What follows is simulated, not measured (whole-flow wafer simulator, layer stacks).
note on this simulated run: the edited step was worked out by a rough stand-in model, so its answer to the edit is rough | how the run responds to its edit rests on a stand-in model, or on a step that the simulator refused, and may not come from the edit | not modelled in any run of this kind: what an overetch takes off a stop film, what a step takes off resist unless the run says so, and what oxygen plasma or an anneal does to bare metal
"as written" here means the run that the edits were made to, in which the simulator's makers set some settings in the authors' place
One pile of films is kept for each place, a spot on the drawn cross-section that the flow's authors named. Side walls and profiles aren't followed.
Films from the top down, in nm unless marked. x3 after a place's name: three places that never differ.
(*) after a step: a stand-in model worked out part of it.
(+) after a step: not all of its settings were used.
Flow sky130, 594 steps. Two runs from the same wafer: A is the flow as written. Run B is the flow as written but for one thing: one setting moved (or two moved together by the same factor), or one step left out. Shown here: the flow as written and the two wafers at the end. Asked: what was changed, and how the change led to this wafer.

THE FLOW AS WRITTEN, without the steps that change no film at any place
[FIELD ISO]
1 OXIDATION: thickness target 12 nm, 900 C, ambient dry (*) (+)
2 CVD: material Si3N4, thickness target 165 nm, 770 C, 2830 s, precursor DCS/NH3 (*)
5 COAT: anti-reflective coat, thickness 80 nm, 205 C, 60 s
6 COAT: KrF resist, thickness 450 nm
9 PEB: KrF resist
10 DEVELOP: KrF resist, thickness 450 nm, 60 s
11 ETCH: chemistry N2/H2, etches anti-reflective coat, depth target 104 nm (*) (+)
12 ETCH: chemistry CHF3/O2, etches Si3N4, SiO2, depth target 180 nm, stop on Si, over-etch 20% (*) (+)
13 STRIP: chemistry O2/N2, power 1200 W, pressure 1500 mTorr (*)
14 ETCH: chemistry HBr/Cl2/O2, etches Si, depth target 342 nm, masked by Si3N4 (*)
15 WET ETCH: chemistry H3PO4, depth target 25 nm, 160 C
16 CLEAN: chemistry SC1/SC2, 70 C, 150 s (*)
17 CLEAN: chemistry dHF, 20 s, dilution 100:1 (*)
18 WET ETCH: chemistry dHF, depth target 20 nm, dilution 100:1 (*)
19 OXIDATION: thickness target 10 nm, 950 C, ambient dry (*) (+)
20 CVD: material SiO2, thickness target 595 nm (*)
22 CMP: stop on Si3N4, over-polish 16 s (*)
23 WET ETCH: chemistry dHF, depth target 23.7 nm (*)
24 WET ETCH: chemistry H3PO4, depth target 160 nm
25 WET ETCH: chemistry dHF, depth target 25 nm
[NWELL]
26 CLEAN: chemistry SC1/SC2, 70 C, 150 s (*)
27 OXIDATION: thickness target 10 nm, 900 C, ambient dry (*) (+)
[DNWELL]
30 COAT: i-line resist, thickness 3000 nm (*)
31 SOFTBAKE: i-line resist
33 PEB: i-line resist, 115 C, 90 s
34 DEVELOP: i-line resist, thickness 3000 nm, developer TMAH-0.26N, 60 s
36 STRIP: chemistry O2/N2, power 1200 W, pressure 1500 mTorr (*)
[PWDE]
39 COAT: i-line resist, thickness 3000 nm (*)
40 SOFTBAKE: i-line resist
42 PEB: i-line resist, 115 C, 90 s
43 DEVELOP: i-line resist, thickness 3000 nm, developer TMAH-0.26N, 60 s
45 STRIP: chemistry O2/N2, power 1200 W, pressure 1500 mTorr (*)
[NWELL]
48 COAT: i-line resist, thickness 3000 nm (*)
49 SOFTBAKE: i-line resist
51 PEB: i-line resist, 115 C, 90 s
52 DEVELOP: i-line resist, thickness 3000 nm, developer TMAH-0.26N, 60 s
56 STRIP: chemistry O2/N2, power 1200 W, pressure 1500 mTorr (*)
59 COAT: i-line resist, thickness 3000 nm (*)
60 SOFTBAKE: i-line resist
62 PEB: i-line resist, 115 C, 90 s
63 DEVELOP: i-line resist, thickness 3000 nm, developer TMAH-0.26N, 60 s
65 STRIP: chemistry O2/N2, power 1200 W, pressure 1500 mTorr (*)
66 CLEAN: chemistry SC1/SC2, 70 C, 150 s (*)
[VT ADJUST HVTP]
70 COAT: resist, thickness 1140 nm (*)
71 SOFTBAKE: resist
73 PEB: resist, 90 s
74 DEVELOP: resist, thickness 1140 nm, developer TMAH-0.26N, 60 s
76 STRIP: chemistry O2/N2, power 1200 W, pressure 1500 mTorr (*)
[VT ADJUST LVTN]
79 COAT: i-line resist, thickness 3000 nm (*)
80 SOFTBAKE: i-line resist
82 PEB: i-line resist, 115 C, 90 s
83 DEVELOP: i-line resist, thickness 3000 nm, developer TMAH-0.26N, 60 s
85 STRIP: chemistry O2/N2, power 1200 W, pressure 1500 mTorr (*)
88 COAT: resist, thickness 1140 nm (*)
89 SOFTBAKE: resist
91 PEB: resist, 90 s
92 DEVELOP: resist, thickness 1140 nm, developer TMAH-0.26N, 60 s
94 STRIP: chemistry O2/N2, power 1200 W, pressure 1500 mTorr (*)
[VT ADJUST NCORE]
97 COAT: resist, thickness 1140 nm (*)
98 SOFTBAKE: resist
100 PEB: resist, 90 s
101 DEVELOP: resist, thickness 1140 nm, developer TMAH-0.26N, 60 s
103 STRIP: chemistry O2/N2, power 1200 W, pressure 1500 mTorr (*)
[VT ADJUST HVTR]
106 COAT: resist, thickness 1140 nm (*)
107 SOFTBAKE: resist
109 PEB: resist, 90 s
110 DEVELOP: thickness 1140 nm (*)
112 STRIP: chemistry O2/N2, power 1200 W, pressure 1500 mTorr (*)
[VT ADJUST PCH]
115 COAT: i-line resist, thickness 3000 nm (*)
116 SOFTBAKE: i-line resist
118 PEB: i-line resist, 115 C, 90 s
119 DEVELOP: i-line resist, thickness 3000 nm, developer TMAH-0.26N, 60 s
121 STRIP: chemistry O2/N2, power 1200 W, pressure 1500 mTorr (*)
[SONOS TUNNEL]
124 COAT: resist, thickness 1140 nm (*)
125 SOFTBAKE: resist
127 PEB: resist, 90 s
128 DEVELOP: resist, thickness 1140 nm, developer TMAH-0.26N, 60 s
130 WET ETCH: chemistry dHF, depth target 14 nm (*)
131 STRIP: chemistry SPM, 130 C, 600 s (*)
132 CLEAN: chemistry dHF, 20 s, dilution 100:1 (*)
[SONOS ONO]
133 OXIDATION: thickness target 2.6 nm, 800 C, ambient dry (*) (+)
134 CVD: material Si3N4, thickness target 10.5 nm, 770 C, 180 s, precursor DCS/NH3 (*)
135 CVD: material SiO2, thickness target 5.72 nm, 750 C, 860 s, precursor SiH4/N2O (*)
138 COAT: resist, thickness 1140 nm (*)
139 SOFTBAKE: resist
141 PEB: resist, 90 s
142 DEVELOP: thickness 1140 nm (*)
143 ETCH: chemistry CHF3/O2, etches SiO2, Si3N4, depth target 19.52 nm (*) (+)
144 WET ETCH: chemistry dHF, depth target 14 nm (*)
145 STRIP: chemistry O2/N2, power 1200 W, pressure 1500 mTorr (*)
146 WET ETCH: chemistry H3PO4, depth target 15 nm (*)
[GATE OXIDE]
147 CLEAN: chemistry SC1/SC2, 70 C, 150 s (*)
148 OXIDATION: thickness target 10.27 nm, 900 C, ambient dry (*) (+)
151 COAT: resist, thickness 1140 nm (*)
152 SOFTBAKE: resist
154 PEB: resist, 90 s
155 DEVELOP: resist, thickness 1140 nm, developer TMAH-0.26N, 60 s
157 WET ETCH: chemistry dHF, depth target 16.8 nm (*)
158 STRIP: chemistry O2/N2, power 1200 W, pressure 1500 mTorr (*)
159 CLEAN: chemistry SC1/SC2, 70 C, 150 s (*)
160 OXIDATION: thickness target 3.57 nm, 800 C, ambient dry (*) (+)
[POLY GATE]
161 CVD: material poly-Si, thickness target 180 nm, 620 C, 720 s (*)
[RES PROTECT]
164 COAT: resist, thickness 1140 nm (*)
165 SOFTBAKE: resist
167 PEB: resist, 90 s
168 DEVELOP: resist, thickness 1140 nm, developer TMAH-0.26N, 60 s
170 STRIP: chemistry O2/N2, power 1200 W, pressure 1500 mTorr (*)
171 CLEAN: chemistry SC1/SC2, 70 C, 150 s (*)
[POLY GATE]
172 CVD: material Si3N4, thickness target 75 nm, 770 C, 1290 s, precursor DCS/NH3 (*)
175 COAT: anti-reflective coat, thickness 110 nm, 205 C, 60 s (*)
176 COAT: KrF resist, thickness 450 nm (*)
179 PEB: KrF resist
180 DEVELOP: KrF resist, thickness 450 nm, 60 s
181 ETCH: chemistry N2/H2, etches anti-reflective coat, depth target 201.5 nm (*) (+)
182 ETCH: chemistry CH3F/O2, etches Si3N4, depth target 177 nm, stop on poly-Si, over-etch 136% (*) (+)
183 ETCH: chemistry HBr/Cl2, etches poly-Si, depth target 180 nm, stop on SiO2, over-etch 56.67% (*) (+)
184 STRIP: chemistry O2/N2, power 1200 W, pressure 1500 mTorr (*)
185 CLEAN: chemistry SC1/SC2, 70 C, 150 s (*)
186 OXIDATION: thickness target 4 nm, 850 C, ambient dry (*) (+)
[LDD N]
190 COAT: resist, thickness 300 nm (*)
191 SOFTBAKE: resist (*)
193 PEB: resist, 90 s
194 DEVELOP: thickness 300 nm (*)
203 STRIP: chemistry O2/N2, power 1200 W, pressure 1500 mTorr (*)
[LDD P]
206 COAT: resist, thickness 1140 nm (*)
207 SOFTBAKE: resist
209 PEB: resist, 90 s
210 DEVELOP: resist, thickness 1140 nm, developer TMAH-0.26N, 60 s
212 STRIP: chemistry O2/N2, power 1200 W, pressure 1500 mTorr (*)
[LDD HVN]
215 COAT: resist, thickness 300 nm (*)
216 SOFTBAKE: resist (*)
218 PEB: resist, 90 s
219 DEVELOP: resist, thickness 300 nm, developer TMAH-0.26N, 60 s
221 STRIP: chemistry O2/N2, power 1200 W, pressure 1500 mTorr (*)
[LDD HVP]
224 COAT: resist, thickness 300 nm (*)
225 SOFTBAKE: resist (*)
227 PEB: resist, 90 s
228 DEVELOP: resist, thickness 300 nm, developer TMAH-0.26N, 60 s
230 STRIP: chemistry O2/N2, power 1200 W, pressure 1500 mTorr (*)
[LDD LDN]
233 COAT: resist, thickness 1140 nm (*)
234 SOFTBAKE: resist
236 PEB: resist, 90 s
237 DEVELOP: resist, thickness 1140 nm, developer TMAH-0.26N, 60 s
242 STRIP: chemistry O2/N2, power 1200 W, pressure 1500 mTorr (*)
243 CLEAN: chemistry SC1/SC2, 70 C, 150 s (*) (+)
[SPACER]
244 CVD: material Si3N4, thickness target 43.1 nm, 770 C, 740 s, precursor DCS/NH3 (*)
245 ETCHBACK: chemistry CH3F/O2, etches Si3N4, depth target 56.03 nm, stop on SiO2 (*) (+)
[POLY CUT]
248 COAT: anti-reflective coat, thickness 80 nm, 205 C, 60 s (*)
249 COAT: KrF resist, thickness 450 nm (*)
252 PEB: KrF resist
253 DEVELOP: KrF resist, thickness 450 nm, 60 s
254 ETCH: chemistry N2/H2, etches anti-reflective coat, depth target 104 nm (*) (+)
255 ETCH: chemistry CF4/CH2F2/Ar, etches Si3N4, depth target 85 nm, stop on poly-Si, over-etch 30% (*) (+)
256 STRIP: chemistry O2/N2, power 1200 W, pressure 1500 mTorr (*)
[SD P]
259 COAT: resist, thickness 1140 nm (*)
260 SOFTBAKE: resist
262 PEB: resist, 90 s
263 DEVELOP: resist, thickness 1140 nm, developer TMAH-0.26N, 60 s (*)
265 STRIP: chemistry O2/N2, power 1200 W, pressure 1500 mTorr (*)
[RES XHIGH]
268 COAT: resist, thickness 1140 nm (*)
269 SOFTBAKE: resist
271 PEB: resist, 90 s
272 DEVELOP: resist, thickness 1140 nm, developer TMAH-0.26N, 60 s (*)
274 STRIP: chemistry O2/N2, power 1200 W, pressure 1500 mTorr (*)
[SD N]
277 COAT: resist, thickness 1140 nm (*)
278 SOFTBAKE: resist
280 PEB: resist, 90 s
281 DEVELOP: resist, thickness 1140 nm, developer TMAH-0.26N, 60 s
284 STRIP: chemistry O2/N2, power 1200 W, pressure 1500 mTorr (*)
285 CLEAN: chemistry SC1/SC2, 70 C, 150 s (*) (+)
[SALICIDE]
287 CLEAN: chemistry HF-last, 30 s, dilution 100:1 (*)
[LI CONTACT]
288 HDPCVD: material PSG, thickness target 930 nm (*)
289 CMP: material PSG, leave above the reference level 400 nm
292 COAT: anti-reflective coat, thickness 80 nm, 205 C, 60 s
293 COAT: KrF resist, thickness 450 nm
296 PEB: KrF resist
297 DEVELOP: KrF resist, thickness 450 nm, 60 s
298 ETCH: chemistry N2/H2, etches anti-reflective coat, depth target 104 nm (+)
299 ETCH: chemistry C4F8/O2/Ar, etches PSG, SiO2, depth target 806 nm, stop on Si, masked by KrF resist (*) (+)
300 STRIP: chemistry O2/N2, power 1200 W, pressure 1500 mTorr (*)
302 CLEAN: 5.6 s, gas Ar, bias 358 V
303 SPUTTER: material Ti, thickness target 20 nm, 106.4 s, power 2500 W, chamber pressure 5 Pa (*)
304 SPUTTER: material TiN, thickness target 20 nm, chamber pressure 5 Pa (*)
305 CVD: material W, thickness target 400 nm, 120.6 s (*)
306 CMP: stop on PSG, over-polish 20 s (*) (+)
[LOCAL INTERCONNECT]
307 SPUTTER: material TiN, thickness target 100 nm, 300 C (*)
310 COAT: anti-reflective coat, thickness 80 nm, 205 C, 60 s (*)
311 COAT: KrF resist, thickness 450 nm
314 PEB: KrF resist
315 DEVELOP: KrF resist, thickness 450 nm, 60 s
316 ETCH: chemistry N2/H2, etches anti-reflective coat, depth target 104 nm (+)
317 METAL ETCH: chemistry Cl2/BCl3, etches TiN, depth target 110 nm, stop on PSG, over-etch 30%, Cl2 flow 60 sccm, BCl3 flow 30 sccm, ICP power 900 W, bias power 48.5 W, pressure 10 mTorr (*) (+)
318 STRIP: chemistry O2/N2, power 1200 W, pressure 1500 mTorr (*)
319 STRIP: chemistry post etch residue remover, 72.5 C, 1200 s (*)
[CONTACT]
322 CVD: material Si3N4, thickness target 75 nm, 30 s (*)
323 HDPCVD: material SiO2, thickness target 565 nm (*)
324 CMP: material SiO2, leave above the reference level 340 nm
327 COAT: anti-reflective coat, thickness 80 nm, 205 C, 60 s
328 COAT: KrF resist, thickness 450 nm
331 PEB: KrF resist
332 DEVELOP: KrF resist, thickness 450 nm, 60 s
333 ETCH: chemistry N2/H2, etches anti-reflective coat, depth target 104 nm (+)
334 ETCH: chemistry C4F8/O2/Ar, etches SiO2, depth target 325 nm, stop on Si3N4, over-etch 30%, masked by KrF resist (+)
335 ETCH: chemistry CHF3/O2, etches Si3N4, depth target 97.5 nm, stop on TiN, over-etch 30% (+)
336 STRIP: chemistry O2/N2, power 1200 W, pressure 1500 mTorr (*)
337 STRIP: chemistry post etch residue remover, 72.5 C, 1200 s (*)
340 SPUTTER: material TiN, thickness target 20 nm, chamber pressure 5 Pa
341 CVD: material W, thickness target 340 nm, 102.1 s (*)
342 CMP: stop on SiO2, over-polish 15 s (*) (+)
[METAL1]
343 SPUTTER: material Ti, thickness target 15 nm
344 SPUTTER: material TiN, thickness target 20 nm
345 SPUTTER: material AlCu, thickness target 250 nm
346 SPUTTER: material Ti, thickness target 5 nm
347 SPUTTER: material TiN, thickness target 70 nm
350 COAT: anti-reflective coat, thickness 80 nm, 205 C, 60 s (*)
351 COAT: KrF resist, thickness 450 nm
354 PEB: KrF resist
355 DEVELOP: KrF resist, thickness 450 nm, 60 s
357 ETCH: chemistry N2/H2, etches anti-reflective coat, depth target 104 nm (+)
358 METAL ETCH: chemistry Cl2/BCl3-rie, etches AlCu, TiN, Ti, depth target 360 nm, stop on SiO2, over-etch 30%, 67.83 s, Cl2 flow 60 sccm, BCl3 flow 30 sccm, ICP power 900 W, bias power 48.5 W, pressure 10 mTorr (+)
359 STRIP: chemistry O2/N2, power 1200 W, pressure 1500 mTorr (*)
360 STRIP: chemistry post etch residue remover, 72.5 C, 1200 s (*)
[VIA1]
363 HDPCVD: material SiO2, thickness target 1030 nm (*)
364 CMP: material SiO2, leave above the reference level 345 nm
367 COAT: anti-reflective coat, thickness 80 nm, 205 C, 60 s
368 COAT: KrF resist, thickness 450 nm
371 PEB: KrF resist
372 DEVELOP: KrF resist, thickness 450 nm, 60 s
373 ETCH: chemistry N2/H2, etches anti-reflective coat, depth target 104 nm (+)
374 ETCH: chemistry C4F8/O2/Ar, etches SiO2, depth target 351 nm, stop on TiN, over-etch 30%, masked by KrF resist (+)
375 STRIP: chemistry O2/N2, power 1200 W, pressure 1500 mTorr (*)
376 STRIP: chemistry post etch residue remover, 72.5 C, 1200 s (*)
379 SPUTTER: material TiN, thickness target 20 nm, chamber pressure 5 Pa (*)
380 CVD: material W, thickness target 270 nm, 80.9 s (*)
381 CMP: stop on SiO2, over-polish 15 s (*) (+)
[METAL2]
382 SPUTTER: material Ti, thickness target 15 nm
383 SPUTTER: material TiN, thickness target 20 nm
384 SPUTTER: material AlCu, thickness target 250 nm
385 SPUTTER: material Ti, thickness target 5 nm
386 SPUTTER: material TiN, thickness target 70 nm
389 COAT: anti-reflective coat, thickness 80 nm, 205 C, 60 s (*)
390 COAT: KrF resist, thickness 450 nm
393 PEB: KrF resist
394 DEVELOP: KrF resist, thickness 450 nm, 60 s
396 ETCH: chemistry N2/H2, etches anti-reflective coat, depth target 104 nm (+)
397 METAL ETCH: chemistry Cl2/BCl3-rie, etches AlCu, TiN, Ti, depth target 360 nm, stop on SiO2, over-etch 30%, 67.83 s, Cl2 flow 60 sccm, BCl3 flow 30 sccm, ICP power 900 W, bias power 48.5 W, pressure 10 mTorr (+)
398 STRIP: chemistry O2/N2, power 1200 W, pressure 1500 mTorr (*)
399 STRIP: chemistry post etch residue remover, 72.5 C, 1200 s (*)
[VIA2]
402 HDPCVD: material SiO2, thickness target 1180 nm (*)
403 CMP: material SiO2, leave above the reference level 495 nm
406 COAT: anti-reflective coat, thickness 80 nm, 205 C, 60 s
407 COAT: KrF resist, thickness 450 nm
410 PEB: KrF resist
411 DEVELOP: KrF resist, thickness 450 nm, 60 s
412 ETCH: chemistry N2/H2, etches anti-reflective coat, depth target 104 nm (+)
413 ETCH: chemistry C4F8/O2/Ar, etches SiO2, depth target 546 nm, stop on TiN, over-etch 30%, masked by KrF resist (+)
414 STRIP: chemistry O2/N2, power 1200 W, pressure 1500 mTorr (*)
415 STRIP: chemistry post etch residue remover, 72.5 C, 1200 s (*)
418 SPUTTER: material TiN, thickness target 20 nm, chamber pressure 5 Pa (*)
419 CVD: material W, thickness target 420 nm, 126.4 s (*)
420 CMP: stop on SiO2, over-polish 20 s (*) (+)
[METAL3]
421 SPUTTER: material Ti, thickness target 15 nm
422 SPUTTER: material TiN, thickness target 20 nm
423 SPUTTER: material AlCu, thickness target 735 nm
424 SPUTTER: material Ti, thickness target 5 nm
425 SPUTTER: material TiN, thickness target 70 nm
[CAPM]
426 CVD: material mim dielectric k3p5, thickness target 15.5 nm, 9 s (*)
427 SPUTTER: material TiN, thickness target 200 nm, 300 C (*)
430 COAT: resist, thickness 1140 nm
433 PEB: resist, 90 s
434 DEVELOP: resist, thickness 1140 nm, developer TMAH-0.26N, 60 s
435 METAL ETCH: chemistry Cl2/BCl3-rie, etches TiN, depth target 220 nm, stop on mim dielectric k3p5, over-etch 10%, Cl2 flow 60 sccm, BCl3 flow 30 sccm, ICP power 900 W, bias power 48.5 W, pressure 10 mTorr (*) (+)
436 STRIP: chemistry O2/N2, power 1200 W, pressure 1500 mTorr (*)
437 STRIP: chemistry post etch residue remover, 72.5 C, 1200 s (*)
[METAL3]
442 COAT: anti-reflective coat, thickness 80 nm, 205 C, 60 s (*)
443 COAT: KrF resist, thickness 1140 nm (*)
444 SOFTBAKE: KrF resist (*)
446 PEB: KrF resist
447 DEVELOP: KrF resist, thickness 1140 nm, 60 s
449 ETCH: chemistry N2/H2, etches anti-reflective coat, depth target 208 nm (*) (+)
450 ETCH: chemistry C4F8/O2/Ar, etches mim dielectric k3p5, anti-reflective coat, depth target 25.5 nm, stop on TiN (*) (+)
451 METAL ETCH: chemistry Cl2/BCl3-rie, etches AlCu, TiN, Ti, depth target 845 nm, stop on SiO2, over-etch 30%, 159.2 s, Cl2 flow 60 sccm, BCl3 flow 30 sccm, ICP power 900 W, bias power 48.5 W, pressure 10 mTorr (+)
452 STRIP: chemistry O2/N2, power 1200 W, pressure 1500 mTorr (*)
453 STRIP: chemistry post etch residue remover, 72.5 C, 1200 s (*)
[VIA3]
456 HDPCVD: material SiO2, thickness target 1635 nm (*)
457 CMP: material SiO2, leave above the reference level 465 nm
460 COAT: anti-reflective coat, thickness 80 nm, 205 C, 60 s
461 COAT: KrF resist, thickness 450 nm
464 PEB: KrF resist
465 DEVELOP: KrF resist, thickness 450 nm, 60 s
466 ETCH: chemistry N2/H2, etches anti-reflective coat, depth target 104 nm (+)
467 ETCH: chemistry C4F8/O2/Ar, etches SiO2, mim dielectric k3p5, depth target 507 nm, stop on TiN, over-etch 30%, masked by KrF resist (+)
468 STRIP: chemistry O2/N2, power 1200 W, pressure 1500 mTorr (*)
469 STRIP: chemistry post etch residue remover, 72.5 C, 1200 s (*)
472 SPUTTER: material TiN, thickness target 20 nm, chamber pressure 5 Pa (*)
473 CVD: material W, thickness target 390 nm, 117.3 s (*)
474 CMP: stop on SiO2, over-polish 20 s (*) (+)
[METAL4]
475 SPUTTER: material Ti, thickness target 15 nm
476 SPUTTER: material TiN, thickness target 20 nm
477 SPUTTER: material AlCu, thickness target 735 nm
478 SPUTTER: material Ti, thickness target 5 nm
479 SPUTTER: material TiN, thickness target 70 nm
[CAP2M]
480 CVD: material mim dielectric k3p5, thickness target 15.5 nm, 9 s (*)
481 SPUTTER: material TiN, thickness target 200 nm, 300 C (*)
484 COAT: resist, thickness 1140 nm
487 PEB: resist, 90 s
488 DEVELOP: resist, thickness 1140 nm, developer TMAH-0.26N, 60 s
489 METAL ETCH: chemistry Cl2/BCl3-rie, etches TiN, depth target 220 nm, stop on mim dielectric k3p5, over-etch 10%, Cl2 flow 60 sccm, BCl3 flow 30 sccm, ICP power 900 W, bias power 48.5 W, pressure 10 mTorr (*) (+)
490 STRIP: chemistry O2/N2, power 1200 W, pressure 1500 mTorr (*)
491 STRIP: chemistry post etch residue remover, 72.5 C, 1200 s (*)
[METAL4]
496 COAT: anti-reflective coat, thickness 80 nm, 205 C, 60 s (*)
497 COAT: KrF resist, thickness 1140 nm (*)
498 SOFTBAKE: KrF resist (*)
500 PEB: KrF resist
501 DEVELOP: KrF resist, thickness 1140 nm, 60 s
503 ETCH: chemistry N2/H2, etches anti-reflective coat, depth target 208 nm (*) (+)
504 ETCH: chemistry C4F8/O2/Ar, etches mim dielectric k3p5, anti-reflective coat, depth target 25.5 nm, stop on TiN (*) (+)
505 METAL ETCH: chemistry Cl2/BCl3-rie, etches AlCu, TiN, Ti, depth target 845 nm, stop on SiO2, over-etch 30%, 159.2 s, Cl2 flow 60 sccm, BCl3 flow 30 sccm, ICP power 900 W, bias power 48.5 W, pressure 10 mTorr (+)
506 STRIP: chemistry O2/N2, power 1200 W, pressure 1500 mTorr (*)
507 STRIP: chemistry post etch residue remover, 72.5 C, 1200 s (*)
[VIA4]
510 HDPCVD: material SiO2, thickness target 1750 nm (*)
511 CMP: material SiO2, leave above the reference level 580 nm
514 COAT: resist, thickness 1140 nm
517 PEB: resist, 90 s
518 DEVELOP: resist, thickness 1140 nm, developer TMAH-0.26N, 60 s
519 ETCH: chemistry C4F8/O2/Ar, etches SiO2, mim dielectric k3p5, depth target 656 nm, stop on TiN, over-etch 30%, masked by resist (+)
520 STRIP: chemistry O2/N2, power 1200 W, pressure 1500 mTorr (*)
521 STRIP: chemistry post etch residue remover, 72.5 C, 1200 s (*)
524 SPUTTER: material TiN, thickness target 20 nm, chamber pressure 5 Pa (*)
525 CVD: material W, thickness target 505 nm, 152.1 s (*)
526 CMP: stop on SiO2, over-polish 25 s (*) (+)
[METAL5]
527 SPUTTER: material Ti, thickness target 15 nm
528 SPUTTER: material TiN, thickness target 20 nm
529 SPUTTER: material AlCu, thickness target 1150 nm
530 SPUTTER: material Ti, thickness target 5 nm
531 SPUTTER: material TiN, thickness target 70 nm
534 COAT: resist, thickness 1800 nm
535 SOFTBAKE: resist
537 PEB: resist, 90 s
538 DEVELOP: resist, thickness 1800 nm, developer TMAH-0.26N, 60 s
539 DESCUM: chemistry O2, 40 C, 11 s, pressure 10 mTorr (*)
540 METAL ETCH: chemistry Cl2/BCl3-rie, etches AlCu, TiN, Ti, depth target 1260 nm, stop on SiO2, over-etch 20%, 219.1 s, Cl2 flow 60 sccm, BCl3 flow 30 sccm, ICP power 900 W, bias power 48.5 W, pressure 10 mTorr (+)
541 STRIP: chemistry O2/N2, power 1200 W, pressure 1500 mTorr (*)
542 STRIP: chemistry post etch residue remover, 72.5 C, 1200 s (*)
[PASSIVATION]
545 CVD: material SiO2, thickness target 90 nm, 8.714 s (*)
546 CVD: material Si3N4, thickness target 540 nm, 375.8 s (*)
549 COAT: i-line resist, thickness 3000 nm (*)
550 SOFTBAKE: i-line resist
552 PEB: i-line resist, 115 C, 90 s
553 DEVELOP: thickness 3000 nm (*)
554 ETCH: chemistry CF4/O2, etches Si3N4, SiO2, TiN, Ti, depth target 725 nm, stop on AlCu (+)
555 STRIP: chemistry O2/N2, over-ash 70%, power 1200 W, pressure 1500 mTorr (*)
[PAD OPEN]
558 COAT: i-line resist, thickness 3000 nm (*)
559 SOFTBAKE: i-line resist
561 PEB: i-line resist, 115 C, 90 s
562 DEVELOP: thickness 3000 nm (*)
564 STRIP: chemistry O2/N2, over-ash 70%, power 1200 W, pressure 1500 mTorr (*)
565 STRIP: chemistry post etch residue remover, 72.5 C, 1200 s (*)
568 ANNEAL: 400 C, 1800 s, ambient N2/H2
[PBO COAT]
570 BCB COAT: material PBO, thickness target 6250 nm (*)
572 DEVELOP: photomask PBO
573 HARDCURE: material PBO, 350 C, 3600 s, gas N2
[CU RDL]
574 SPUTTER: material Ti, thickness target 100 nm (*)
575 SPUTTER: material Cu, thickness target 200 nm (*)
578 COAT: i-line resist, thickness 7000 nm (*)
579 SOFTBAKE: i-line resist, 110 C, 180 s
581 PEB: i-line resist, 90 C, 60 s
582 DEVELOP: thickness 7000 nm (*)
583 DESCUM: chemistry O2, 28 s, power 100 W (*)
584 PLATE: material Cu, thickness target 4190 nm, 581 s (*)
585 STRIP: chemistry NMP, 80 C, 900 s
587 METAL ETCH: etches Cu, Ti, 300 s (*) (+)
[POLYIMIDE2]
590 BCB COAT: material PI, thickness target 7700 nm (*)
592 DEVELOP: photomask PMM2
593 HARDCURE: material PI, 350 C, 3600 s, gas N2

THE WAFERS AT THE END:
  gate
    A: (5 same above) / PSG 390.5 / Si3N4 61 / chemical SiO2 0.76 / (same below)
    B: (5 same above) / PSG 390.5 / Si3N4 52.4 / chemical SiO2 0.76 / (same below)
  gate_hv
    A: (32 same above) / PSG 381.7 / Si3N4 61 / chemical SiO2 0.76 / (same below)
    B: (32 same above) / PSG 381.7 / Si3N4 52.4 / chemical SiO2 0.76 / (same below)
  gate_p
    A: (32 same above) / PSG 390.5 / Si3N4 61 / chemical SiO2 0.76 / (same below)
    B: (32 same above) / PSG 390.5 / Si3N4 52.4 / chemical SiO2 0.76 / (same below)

The cause: step 244, CVD: thickness target 34.5 nm was run, where the flow has thickness target 43.1 nm.

How the change led to this, step by step:
  244 CVD: material Si3N4, thickness target 43.1 nm, 770 C, 740 s, precursor DCS/NH3 (*)
      field, active, p_well and 101 more: A Si3N4 +43.1 (new film) | B Si3N4 +34.5 (new film)
      n_well, gate, gate_hv and 74 more: A Si3N4 +43.1 | B Si3N4 +34.5
  245 ETCHBACK: chemistry CH3F/O2, etches Si3N4, depth target 56.03 nm, stop on SiO2 (*) (+)
      field, active, p_well and 101 more: A Si3N4 -43.1 (all of it), SiO2 -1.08 | B Si3N4 -34.5 (all of it), SiO2 -1.79
  248 COAT: anti-reflective coat, thickness 80 nm, 205 C, 60 s (*)
      active_p, active_p_hvt: A anti-reflective coat +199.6 (new film) | B anti-reflective coat +192.5 (new film)
      active: A anti-reflective coat +212.8 (new film) | B anti-reflective coat +205.5 (new film)
      (and at 48 more places)
  249 COAT: KrF resist, thickness 450 nm (*)
      poly_dn: A KrF resist +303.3 (new film) | B KrF resist +310.7 (new film)
      gate_lvt_sd_len: A KrF resist +335.7 (new film) | B KrF resist +342.9 (new film)
      (and at 1 more place)
  254 ETCH: chemistry N2/H2, etches anti-reflective coat, depth target 104 nm (*) (+)
      rxpo_ln: A anti-reflective coat -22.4 (all of it), Si3N4 -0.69 | B anti-reflective coat -20.3 (all of it), Si3N4 -0.72
  255 ETCH: chemistry CF4/CH2F2/Ar, etches Si3N4, depth target 85 nm, stop on poly-Si, over-etch 30% (*) (+)
      field, active, n_well and 180 more: A KrF resist -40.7 | B KrF resist -35.2
      rpo_wd, rxpo_wd: A Si3N4 -61.6 (all of it), chemical SiO2 -0.75 (all of it) | B Si3N4 -53 (all of it), chemical SiO2 -0.75 (all of it)
      (and at 5 more places)
  256 STRIP: chemistry O2/N2, power 1200 W, pressure 1500 mTorr (*)
      active: A KrF resist -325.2 (all of it), anti-reflective coat -212.8 (all of it) | B KrF resist -334.1 (all of it), anti-reflective coat -205.5 (all of it)
      n_well: A KrF resist -262.3 (all of it), anti-reflective coat -3 (all of it) | B KrF resist -274 (all of it), anti-reflective coat -3 (all of it)
      (and at 93 more places)
  289 CMP: material PSG, leave above the reference level 400 nm
      mim, vpp_sp, vpp_ln and 30 more: A PSG -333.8 | B PSG -341.6
      active, p_well, sd_n and 19 more: A PSG -285.8 | B PSG -293.7
      (and at 51 more places)
  299 ETCH: chemistry C4F8/O2/Ar, etches PSG, SiO2, depth target 806 nm, stop on Si, masked by KrF resist (*) (+)
      contact, ndiff_licon, ndiff_licon_cpp: A PSG -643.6 (all of it), SiO2 -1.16 (all of it) | B PSG -635.7 (all of it), SiO2 -0.44 (all of it)
      poly_licon, rpo_hd_licon: A PSG -411.9 (all of it) | B PSG -403.3 (all of it)
  306 CMP: stop on PSG, over-polish 20 s (*) (+)
      poly_licon: A W -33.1 | B W -41.7
